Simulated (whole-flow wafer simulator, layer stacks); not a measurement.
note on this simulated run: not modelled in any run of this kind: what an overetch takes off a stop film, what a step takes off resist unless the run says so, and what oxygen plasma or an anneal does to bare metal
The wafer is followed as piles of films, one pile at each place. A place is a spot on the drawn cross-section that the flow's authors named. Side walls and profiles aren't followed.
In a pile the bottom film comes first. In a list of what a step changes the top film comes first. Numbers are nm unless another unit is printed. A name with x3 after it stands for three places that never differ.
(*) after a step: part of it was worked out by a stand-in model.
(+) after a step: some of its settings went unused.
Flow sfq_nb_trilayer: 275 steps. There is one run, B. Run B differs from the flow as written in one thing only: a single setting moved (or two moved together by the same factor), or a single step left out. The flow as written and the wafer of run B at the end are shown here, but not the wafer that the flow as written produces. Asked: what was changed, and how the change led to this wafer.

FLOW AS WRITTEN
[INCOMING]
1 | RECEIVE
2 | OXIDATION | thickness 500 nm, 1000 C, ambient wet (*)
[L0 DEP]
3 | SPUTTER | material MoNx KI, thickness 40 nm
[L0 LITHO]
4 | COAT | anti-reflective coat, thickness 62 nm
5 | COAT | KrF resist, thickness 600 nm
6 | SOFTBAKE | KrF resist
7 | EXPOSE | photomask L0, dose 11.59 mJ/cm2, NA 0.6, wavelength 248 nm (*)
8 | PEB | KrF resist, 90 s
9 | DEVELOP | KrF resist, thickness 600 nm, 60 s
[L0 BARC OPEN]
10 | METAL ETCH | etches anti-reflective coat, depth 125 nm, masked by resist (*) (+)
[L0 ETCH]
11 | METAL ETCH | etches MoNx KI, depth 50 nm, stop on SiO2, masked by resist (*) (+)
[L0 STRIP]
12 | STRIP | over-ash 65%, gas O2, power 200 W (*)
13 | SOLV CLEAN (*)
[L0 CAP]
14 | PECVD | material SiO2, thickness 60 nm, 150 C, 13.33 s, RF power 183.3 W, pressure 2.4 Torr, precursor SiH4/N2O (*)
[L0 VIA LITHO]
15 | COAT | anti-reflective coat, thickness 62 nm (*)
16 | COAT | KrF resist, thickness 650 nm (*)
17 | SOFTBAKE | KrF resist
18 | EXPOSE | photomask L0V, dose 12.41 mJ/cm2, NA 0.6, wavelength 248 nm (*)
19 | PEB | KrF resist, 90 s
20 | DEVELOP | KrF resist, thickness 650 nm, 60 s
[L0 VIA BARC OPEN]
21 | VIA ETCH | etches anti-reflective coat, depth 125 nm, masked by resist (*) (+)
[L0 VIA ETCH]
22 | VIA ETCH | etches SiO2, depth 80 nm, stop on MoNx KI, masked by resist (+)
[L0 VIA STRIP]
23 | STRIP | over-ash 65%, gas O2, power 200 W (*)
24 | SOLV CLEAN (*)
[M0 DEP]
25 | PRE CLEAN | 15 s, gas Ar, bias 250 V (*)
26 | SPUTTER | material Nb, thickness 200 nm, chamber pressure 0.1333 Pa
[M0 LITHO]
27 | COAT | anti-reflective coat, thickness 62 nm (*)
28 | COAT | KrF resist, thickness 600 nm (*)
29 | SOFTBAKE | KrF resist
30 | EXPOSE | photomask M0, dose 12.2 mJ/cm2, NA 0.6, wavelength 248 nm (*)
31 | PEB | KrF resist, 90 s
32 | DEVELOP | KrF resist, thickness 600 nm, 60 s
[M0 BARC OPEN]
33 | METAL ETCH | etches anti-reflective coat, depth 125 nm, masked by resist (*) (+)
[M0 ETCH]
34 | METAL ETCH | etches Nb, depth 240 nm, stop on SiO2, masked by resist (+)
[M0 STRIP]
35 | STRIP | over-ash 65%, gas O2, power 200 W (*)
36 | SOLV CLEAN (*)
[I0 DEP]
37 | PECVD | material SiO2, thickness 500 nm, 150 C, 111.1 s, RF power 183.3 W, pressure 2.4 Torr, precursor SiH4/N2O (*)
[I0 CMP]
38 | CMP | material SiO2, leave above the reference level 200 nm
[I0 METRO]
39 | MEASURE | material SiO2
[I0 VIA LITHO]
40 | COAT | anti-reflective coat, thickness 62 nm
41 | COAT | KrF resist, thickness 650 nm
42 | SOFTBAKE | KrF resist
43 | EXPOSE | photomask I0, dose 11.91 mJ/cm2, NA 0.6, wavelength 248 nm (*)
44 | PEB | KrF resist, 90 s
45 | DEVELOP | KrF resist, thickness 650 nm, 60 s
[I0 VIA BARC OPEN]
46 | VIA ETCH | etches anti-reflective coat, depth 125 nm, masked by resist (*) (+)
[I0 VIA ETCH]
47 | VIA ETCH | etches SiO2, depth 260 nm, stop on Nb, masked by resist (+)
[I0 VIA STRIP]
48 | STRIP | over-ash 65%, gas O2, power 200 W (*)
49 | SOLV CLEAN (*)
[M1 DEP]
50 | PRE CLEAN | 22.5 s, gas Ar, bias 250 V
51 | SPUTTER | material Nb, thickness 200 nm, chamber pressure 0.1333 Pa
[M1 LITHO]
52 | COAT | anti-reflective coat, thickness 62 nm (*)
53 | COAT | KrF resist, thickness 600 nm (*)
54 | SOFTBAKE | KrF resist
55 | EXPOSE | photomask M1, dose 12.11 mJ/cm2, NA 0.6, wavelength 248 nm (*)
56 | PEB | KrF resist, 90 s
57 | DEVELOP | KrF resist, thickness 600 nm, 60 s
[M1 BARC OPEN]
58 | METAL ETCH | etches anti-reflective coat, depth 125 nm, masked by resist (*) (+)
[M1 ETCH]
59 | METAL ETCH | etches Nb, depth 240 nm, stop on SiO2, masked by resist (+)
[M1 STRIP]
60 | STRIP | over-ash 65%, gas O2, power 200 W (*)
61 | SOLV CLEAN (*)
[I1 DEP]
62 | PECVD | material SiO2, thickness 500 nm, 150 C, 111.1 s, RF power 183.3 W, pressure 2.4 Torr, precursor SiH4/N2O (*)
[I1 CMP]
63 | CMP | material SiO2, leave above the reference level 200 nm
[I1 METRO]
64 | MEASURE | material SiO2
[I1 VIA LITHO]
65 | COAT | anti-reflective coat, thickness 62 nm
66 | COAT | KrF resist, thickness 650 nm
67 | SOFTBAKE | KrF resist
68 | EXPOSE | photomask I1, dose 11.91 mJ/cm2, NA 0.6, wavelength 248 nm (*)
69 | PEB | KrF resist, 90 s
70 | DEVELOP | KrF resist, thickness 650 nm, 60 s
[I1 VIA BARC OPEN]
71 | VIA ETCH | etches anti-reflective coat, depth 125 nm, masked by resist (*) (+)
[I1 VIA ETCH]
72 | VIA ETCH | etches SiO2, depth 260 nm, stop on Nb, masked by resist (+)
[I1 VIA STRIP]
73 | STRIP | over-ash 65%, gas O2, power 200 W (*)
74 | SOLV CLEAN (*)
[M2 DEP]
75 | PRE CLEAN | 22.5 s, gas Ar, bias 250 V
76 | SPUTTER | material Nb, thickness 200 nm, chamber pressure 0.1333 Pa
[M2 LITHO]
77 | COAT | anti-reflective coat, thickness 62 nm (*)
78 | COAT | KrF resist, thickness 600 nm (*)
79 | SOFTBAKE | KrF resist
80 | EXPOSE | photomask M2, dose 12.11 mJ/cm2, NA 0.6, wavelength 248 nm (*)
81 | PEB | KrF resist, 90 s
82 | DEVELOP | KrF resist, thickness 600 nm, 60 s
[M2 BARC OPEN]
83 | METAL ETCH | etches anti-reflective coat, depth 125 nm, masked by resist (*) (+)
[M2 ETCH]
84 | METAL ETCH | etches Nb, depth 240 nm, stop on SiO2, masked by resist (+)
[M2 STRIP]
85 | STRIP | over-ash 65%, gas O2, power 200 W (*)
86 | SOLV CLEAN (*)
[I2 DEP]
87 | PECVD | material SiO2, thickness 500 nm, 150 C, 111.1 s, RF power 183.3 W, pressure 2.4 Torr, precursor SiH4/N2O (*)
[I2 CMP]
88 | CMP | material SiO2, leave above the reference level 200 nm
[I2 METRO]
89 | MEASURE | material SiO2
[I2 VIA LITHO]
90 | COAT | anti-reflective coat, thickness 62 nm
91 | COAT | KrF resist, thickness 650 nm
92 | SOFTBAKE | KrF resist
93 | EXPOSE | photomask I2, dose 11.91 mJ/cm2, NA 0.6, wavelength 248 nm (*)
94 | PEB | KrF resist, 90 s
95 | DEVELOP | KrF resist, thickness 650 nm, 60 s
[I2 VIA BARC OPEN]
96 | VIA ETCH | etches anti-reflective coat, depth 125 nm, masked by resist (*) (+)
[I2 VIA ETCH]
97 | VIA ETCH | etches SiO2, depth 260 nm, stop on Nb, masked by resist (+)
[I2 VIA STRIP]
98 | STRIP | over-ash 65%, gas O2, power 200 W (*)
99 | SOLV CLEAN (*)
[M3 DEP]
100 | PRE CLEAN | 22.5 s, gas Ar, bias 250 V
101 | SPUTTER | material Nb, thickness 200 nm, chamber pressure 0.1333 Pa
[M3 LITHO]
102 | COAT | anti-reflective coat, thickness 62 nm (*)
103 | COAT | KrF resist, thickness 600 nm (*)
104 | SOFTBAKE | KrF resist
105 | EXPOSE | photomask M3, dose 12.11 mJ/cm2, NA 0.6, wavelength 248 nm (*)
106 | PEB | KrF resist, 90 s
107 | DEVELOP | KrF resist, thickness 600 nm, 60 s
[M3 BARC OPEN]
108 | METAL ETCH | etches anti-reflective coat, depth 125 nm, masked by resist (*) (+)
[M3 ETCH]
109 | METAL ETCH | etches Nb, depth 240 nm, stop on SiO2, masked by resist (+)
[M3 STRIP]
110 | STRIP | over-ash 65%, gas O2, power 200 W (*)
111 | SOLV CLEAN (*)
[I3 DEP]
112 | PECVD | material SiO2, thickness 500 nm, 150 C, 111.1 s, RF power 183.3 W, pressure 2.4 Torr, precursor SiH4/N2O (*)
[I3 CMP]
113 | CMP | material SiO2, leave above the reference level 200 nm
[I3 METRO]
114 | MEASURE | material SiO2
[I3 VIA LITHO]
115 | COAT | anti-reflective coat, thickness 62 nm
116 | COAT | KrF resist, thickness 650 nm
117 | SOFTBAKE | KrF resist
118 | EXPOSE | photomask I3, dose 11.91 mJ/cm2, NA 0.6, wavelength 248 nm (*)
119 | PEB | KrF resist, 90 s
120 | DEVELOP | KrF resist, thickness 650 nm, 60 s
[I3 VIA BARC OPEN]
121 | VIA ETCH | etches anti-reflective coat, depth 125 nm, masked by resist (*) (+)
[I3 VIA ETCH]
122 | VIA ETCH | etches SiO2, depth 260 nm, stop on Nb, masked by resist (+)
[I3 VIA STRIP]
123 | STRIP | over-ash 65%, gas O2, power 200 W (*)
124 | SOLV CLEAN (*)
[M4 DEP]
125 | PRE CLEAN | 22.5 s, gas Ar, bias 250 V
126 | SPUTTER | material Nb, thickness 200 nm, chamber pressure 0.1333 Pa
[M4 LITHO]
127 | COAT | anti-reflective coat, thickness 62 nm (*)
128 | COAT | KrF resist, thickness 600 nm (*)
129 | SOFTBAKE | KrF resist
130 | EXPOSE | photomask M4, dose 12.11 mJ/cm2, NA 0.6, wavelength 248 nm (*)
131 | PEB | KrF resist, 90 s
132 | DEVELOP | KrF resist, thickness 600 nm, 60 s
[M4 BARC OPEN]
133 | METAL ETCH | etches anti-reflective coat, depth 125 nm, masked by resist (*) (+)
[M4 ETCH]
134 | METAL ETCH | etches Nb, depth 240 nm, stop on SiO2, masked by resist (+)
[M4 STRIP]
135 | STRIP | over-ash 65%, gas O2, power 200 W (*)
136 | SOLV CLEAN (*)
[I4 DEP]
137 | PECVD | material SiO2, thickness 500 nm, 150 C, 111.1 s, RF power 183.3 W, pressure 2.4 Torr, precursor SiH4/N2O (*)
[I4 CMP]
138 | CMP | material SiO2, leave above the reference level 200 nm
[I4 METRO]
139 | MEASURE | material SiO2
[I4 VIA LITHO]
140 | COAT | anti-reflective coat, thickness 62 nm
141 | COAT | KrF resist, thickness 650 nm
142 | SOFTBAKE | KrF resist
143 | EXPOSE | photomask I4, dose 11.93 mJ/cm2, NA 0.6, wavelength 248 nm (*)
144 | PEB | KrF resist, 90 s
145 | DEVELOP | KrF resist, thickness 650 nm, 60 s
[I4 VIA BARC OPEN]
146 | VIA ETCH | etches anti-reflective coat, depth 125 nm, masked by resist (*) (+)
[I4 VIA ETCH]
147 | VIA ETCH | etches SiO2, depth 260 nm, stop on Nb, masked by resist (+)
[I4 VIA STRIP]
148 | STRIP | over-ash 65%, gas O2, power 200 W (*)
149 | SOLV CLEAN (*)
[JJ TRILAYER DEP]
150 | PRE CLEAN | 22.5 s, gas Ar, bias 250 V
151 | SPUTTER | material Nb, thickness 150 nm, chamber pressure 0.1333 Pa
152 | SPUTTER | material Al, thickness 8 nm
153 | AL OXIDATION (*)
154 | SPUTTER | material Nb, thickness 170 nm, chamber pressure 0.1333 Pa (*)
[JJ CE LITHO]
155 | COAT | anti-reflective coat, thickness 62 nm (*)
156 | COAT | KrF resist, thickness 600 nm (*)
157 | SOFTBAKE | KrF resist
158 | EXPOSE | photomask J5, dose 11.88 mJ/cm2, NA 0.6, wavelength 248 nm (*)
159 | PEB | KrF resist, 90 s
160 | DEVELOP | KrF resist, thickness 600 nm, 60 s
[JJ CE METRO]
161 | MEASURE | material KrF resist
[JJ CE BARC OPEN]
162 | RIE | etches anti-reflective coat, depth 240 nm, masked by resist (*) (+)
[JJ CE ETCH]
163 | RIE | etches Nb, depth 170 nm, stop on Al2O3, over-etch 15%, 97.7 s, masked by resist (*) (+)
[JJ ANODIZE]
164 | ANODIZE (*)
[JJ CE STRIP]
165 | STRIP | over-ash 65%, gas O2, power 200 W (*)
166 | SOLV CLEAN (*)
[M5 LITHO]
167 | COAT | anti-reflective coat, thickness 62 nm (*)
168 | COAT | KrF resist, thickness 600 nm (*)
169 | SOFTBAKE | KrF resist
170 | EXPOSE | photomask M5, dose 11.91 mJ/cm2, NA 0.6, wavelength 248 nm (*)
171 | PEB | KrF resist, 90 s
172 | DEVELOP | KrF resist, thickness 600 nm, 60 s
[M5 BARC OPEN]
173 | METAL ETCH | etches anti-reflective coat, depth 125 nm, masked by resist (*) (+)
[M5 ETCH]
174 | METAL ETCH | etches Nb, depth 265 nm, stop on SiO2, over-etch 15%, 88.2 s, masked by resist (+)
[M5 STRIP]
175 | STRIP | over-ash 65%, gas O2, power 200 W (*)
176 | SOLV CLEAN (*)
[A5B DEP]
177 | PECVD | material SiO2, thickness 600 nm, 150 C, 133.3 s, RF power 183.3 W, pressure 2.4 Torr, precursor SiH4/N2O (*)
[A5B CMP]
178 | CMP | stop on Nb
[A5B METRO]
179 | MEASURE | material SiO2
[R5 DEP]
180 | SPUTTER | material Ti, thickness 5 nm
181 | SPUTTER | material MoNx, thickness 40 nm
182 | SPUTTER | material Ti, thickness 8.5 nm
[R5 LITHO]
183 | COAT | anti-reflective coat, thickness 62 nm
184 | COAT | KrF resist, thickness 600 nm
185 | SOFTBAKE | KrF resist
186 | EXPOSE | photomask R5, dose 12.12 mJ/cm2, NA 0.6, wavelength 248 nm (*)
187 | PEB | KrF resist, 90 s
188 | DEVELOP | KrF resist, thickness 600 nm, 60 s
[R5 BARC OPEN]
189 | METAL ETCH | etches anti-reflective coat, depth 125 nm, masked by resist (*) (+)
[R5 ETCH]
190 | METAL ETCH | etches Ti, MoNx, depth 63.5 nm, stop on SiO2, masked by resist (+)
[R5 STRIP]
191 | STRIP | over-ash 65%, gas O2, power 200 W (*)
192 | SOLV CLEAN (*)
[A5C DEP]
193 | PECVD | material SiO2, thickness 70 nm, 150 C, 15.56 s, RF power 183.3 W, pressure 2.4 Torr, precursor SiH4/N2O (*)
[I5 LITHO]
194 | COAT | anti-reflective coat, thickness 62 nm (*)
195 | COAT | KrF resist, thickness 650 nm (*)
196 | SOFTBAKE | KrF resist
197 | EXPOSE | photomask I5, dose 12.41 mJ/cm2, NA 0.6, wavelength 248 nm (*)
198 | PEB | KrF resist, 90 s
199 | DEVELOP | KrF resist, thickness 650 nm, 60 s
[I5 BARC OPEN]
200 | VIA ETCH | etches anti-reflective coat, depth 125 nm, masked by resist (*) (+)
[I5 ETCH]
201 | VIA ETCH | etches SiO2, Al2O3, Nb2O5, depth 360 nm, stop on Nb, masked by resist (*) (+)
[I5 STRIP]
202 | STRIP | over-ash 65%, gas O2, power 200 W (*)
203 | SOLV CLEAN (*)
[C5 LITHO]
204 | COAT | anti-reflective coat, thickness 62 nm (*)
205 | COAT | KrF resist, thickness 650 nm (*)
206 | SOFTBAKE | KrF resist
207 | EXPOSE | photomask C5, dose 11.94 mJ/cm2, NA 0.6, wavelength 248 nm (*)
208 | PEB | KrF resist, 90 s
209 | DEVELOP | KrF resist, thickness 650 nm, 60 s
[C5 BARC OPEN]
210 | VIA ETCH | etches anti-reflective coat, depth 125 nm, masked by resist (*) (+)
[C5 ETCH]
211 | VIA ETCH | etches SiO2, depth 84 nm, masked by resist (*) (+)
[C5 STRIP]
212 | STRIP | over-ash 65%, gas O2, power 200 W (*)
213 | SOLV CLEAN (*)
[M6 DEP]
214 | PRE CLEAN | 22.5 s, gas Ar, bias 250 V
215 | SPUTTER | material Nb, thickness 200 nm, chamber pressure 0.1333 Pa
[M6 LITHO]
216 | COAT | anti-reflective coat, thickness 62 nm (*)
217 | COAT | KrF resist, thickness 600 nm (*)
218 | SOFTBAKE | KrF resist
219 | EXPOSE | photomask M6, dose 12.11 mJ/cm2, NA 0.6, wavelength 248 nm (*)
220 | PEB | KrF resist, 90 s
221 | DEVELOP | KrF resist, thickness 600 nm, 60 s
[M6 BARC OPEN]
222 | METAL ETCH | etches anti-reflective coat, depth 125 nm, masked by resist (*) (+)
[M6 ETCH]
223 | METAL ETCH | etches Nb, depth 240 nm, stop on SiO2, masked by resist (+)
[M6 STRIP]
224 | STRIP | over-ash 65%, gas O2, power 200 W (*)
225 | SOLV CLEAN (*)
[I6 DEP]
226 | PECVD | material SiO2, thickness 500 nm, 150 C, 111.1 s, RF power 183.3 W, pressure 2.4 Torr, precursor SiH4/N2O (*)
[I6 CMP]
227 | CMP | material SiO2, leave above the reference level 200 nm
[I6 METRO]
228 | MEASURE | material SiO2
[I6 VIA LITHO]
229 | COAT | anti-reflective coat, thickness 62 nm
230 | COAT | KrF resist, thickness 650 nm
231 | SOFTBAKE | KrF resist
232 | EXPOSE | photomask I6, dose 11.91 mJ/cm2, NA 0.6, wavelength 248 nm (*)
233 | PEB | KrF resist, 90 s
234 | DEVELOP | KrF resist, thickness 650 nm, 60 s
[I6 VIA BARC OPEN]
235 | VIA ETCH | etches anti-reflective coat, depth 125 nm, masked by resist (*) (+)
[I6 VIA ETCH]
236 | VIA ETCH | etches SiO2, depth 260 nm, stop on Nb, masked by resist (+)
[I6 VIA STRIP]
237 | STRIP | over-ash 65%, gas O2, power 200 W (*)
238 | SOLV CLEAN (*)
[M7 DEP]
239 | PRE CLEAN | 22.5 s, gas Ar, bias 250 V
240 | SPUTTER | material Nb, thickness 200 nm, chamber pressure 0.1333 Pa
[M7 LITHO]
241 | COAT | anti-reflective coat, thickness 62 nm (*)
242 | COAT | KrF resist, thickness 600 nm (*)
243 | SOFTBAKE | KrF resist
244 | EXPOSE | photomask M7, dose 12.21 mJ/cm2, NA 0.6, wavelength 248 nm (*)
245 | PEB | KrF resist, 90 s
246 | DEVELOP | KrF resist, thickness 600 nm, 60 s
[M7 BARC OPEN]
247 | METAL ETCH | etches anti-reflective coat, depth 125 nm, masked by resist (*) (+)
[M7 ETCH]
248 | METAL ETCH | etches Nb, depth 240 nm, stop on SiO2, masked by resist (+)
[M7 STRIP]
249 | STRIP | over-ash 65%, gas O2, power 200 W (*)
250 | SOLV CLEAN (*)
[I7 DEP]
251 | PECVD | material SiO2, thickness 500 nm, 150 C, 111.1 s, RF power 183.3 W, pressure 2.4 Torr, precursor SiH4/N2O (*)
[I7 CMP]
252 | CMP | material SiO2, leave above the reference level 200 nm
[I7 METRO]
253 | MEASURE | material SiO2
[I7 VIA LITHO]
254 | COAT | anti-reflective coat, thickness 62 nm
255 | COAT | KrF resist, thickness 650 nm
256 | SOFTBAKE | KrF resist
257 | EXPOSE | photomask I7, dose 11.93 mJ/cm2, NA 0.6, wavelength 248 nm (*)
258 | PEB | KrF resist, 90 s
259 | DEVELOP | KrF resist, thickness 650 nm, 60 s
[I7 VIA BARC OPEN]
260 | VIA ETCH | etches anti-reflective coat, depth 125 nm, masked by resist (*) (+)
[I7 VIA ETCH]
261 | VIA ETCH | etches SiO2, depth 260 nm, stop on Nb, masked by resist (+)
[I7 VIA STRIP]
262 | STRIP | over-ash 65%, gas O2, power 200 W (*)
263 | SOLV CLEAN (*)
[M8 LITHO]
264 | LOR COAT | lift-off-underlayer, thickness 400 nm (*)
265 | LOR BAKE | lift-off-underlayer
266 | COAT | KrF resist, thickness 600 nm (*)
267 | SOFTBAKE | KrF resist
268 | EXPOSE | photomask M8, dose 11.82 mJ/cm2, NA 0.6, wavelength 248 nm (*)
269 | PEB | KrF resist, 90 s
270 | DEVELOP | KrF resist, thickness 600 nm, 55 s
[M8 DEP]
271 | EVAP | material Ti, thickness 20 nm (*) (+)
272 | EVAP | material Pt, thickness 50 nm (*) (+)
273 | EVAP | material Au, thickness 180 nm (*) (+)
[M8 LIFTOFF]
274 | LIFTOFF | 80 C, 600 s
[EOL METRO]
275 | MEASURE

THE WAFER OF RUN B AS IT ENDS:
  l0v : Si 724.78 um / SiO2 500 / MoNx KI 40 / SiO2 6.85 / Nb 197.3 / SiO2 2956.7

The reason: step 22, VIA ETCH: depth 48 nm was run, while the flow as written has depth 80 nm.

How this came from the change, step by step:
  22 | VIA ETCH | etches SiO2, depth 80 nm, stop on MoNx KI, masked by resist (+)
      l0v: -48 SiO2 (in the flow as written it would be: -59.8 SiO2 (all of it))
      field_l, v_sur, via_wl and 102 more: -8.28 KrF resist (in the flow as written it would be: -13.8 KrF resist)
  25 | PRE CLEAN | 15 s, gas Ar, bias 250 V (*)
      l0v: -5 SiO2 (in the flow as written it would be: -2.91 MoNx KI)
  27 | COAT | anti-reflective coat, thickness 62 nm (*)
      l0_sur: +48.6 anti-reflective coat (new film) (in the flow as written it would be: +47.5 anti-reflective coat (new film))
      l0v: +75 anti-reflective coat (new film) (in the flow as written it would be: +78 anti-reflective coat (new film))
  35 | STRIP | over-ash 65%, gas O2, power 200 W (*)
      l0_sur: -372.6 KrF resist (all of it), -48.6 anti-reflective coat (all of it) (in the flow as written it would be: -372 KrF resist (all of it), -47.5 anti-reflective coat (all of it))
      l0v: -399.2 KrF resist (all of it), -75 anti-reflective coat (all of it) (in the flow as written it would be: -405.3 KrF resist (all of it), -78 anti-reflective coat (all of it))
  38 | CMP | material SiO2, leave above the reference level 200 nm
      l0v: -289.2 SiO2 (in the flow as written it would be: -277.8 SiO2)
With metal films that touch counted as one body, l0v has 2 bodies (between them, from the top down: SiO2 6.85); the flow as written gives 1 body.
